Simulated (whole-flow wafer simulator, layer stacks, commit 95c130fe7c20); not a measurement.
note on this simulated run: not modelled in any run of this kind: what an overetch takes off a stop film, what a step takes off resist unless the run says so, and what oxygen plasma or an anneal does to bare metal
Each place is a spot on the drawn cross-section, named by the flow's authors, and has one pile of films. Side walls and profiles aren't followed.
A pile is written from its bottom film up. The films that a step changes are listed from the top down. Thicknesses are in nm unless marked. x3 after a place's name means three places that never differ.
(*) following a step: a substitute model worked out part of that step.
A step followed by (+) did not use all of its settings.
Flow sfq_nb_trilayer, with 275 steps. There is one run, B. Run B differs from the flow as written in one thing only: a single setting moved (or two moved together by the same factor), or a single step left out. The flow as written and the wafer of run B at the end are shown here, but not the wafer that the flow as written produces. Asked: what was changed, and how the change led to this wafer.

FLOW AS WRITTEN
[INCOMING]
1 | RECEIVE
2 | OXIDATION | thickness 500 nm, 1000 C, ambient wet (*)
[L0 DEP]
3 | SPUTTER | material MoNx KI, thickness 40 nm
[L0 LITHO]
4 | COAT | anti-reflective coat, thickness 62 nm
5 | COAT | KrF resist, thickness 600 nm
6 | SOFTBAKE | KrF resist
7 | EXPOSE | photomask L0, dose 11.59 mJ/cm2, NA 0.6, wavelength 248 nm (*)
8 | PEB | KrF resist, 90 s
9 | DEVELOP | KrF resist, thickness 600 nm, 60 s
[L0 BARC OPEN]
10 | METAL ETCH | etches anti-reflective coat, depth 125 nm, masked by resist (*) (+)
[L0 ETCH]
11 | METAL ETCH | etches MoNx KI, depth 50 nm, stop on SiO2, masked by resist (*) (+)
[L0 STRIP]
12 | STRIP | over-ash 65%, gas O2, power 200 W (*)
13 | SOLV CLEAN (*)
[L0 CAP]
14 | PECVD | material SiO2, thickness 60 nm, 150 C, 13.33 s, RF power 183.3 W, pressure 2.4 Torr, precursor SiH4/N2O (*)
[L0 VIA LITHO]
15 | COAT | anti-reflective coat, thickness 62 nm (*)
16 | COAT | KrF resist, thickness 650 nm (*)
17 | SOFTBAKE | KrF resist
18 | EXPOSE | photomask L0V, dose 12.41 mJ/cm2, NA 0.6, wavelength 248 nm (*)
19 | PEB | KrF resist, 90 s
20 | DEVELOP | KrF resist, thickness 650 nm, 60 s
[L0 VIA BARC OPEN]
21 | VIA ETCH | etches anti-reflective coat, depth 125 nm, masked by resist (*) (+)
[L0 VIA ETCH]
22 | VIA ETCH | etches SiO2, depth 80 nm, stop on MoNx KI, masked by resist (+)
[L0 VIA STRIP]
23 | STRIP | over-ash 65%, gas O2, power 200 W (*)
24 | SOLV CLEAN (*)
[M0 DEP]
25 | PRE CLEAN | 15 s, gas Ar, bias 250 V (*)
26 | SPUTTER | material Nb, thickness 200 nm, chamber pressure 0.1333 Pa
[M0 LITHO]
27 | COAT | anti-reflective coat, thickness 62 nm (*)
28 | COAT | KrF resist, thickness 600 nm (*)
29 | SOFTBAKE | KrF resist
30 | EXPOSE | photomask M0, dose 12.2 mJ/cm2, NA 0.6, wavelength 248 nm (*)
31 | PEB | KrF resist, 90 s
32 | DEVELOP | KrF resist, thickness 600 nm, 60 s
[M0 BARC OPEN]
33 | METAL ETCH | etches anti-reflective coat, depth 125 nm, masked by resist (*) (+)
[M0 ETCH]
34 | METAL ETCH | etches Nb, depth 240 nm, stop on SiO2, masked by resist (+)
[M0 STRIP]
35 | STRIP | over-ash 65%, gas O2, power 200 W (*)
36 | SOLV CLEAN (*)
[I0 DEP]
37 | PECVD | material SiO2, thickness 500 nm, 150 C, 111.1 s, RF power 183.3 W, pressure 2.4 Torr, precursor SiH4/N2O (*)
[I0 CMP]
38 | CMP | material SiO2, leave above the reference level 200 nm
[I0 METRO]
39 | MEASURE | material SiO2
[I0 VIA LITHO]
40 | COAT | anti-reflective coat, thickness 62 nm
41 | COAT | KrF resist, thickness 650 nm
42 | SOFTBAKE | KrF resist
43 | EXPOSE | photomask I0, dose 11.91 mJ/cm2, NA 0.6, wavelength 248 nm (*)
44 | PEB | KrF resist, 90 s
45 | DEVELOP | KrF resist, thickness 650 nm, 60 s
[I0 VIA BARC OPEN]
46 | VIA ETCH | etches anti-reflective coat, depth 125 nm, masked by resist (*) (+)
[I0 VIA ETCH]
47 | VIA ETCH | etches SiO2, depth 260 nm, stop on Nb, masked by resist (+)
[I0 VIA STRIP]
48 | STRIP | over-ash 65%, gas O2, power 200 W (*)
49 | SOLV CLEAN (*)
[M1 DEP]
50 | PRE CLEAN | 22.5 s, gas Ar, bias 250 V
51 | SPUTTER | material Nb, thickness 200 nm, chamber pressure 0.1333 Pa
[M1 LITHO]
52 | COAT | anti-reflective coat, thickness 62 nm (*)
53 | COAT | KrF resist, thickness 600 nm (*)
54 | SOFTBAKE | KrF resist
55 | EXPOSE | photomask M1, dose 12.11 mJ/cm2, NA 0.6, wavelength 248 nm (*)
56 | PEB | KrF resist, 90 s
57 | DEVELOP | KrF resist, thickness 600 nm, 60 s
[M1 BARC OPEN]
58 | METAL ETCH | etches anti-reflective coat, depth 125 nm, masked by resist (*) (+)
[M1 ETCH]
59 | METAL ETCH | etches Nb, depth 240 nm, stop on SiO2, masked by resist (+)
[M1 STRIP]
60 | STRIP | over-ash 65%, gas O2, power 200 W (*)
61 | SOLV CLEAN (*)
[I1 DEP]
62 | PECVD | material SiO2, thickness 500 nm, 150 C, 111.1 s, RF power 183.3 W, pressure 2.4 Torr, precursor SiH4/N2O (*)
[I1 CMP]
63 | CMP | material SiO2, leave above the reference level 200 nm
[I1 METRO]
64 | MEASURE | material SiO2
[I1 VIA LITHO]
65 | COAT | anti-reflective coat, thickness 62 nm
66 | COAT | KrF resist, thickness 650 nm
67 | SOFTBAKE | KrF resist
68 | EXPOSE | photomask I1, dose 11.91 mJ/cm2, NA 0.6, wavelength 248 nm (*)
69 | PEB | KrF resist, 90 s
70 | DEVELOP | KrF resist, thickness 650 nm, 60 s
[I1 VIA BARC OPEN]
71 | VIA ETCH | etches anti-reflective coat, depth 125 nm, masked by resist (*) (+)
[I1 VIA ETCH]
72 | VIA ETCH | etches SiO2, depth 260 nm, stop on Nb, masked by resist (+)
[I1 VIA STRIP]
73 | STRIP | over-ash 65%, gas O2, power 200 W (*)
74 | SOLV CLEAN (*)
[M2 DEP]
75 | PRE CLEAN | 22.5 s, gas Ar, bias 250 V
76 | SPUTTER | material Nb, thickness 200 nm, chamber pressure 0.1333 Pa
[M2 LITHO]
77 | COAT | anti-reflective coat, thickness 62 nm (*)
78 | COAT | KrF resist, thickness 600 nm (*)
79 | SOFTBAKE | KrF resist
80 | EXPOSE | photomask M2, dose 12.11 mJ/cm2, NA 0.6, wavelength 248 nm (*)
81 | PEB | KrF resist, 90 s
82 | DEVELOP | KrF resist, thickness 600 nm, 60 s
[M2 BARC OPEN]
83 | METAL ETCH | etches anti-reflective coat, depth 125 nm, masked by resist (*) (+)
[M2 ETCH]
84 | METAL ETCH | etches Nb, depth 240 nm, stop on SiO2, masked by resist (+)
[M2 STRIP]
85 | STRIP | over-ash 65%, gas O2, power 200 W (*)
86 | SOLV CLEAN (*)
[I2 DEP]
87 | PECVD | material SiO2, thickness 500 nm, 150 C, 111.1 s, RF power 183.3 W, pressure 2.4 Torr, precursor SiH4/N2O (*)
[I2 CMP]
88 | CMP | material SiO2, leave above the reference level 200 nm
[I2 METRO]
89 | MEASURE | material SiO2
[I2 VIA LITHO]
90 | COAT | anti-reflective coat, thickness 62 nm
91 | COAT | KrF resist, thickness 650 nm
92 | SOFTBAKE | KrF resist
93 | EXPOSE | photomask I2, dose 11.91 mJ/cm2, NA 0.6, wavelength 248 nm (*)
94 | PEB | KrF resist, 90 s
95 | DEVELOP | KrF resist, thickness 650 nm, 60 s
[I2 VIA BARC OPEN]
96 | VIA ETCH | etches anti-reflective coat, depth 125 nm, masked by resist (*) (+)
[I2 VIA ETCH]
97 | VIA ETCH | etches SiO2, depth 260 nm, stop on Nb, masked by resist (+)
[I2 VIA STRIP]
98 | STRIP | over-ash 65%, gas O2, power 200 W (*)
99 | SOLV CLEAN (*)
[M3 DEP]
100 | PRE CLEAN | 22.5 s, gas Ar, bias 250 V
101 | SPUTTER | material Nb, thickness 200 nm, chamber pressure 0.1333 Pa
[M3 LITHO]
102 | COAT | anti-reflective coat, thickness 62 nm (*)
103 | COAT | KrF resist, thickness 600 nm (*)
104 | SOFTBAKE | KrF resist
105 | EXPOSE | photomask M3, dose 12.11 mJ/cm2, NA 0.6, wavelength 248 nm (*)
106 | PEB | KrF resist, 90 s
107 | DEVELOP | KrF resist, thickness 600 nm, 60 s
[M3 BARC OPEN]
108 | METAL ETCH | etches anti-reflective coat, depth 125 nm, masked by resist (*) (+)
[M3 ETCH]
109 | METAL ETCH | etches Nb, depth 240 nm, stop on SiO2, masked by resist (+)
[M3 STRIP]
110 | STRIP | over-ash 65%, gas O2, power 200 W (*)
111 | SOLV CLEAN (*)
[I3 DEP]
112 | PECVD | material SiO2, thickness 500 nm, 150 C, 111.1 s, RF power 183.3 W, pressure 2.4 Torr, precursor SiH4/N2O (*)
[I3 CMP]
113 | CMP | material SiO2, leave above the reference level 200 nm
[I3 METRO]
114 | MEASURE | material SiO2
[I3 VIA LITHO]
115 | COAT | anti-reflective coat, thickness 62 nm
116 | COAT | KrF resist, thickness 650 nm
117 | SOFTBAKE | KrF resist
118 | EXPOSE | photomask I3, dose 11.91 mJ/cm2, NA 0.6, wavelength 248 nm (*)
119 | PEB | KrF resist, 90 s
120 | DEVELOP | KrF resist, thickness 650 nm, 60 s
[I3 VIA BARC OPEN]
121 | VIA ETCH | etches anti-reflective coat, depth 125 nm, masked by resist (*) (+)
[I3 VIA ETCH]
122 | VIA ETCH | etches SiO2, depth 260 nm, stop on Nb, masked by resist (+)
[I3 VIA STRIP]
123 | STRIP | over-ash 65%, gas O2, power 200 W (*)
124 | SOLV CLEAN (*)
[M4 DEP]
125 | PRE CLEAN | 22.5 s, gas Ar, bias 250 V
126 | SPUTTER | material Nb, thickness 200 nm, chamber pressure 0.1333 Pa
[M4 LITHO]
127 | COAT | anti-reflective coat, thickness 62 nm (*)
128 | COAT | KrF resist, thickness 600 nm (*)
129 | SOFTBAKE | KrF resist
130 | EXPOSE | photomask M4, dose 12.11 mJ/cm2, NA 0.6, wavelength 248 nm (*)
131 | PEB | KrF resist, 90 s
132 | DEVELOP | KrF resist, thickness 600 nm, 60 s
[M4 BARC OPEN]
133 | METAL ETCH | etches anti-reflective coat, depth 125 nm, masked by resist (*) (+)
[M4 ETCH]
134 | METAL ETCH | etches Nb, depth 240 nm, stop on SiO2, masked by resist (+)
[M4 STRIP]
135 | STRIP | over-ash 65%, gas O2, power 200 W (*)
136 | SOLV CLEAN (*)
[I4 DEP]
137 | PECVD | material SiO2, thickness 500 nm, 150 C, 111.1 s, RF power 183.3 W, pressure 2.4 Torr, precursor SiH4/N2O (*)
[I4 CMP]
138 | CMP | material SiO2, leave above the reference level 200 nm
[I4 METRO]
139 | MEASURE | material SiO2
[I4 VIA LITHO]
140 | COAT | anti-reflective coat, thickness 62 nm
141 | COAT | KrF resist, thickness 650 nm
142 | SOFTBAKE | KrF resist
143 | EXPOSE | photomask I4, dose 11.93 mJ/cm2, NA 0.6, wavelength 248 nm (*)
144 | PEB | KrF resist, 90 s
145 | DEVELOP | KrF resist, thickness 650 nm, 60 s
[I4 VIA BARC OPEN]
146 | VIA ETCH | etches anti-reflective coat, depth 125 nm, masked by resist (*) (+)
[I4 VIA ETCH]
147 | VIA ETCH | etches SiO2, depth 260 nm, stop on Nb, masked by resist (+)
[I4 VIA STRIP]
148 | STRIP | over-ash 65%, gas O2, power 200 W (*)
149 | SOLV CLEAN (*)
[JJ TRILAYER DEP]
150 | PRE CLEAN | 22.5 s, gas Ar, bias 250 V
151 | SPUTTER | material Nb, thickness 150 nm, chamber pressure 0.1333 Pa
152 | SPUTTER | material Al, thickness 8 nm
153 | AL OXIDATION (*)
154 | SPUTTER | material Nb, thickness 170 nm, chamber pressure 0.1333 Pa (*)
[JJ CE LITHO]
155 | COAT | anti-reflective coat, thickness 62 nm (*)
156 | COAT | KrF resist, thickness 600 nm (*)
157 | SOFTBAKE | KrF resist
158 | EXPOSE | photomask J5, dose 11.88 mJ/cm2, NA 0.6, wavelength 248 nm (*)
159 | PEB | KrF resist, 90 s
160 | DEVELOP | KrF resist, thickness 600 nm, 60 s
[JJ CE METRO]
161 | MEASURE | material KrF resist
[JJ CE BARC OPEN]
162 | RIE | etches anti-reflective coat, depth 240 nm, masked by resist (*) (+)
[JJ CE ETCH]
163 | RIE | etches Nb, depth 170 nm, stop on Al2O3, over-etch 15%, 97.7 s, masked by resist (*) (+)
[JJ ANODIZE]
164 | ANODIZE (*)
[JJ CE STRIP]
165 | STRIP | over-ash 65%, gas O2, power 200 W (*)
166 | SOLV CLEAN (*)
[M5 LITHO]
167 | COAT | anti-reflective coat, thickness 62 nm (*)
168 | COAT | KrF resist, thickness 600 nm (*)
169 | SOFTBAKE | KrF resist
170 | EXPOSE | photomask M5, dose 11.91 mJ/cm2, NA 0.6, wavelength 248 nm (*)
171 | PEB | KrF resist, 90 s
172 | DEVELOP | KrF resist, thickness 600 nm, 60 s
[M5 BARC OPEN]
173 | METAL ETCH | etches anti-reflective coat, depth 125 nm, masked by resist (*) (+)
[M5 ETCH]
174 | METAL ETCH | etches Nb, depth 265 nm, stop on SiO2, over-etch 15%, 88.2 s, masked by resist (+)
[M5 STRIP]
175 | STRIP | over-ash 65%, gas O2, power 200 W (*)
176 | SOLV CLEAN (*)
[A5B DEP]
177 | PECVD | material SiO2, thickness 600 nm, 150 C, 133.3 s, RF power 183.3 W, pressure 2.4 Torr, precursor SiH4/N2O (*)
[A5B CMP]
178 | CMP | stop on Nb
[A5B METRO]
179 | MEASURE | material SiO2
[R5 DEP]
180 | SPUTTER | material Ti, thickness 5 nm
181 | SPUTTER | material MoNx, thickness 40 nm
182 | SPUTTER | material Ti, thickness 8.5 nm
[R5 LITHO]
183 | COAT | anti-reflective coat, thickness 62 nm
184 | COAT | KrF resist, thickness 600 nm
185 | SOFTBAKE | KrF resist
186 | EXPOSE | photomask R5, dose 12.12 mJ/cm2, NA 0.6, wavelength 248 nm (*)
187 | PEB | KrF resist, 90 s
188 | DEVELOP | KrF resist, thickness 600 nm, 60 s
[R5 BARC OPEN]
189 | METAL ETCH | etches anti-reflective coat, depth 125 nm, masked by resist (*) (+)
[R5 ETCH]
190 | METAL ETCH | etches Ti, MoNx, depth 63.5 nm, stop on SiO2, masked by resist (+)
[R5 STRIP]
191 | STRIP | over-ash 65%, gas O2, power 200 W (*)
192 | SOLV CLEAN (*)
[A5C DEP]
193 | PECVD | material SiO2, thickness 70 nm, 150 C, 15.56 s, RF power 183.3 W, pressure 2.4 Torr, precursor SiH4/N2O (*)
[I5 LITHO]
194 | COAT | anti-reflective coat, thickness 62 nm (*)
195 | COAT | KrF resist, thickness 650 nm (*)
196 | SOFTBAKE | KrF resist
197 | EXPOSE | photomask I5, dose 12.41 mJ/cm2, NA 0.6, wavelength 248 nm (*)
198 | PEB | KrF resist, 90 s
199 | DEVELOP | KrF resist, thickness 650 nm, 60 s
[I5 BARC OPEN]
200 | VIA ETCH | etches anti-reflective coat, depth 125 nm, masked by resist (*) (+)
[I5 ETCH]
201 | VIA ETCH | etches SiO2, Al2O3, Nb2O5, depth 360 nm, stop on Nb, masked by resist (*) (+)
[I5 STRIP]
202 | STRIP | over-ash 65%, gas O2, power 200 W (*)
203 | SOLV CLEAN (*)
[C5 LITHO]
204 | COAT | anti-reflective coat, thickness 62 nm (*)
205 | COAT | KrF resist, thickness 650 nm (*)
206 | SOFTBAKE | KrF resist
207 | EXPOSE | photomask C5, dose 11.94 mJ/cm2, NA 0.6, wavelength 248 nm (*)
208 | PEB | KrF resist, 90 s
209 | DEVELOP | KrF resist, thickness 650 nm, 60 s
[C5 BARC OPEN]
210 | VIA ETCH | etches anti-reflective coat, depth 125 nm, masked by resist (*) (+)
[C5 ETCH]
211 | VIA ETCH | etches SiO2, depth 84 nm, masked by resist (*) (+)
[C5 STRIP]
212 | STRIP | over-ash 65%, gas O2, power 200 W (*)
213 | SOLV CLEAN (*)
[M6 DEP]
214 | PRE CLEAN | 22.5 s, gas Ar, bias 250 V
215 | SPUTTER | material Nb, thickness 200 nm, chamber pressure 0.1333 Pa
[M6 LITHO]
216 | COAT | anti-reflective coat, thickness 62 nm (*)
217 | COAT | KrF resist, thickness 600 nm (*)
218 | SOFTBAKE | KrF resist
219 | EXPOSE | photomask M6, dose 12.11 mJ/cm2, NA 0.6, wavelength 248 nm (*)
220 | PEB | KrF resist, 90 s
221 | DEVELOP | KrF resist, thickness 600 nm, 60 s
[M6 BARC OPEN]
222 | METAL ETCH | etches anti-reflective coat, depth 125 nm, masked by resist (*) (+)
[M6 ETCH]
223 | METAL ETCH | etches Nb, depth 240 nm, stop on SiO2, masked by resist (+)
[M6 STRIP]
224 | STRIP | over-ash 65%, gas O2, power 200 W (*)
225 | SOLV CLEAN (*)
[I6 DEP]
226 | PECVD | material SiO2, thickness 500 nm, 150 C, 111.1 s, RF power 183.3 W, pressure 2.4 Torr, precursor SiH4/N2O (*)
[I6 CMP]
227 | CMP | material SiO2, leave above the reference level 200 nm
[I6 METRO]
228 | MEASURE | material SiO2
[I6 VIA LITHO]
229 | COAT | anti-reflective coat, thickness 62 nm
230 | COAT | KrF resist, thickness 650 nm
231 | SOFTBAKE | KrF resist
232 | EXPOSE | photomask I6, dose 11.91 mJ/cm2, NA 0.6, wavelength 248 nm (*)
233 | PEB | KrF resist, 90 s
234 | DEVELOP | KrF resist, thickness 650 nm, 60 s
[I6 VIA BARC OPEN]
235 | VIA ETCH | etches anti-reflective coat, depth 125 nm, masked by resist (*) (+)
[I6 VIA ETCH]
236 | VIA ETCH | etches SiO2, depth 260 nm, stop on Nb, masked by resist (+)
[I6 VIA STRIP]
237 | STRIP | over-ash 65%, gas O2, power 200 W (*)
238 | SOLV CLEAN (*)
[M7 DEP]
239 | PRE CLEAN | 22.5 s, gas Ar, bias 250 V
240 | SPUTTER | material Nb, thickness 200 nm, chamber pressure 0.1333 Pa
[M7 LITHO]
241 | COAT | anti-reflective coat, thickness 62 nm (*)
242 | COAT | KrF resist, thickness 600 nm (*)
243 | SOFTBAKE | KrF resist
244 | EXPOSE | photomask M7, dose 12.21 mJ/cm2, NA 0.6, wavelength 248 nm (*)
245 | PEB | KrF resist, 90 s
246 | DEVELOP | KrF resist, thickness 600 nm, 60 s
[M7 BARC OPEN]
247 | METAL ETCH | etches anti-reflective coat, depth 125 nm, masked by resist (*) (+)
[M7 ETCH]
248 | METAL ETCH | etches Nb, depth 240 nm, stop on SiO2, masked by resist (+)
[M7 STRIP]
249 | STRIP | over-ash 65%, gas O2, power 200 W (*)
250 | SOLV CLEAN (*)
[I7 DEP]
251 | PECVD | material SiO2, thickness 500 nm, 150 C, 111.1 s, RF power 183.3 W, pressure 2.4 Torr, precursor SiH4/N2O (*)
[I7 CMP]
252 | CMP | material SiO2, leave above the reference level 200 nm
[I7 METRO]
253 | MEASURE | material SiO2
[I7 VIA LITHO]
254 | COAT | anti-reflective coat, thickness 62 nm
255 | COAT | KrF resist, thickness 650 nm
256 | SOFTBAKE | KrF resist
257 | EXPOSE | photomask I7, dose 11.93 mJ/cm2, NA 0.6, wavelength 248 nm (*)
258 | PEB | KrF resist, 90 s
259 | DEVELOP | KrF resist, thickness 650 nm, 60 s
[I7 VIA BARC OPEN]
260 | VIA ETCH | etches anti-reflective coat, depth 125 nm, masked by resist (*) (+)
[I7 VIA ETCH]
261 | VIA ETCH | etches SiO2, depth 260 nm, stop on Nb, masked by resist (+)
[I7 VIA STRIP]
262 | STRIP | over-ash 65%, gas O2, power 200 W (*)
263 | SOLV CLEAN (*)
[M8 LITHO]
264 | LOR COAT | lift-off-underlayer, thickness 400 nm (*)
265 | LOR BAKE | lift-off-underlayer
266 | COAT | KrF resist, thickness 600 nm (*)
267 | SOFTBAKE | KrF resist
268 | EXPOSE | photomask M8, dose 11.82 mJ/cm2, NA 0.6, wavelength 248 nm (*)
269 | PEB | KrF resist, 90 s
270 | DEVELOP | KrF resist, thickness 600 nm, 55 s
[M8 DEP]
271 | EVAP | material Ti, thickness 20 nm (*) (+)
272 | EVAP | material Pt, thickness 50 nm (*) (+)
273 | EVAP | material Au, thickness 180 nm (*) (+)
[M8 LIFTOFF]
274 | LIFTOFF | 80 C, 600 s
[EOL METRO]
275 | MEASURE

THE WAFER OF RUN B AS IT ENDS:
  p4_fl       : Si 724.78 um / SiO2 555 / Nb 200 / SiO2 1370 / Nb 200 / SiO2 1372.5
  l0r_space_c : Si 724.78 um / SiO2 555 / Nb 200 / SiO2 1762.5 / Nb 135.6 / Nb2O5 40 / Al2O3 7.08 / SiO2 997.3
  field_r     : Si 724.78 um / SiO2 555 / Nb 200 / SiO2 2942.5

The reason: step 152, SPUTTER: thickness 4.6 nm was run, while the flow as written has thickness 8 nm.

Step by step, how the change led to this:
  152 | SPUTTER | material Al, thickness 8 nm
      field_l, v_sur, via_sp and 100 more: Al gains 4.6 (new film) (as written it would have been: Al gains 8 (new film))
      via_wl, via_wr: Al gains 2.95 (new film) (as written it would have been: Al gains 5.14 (new film))
      (and at 1 other place as well)
  155 | COAT | anti-reflective coat, thickness 62 nm (*)
      via_wl, via_wr: anti-reflective coat gains 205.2 (new film) (as written it would have been: anti-reflective coat gains 209.4 (new film))
  162 | RIE | etches anti-reflective coat, depth 240 nm, masked by resist (*) (+)
      ce_l, c5j, ce_r, wl_jj: KrF resist loses 205.2 (as written it would have been: KrF resist loses 209.4)
      via_wl, via_wr: anti-reflective coat loses 205.2 (all of it) (as written it would have been: anti-reflective coat loses 209.4 (all of it))
  164 | ANODIZE (*)
      field_l, v_sur, via_sp and 96 more: Al2O3 gains 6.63, Nb2O5 gains 40 (new film), Al loses 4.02 (all of it), Nb loses 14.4 (as written it would have been: Al2O3 gains 12.2, Nb2O5 gains 29.9 (new film), Al loses 7.42 (all of it), Nb loses 10.8)
      via_wl, via_wr: Al2O3 gains 3.92 (new film), Nb2O5 gains 45.6 (new film), Al loses 2.37 (all of it), Nb loses 16.4 (as written it would have been: Al2O3 gains 7.52 (new film), Nb2O5 gains 39.2 (new film), Al loses 4.56 (all of it), Nb loses 14.1)
      (and at 1 other place as well)
  174 | METAL ETCH | etches Nb, depth 265 nm, stop on SiO2, over-etch 15%, 88.2 s, masked by resist (+)
      field_l, r_sur, res and 49 more: Al2O3 loses 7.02 (all of it), Nb2O5 loses 40 (all of it), Nb loses 135.6 (all of it), SiO2 loses 12.2 (as written it would have been: Al2O3 loses 12.6 (all of it), Nb2O5 loses 29.9 (all of it), Nb loses 139.2 (all of it), SiO2 loses 12.3)
      wl_a_sl: Al2O3 loses 7.01 (all of it), Nb2O5 loses 40 (all of it), Nb loses 135.6 (all of it), SiO2 loses 12.2 (as written it would have been: Al2O3 loses 12.6 (all of it), Nb2O5 loses 29.9 (all of it), Nb loses 139.2 (all of it), SiO2 loses 12.3)
  201 | VIA ETCH | etches SiO2, Al2O3, Nb2O5, depth 360 nm, stop on Nb, masked by resist (*) (+)
      be: SiO2 loses 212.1 (all of it), Al2O3 loses 7.08 (all of it), Nb2O5 loses 40 (all of it) (as written it would have been: SiO2 loses 216.4 (all of it), Al2O3 loses 12.7 (all of it), Nb2O5 loses 29.9 (all of it))
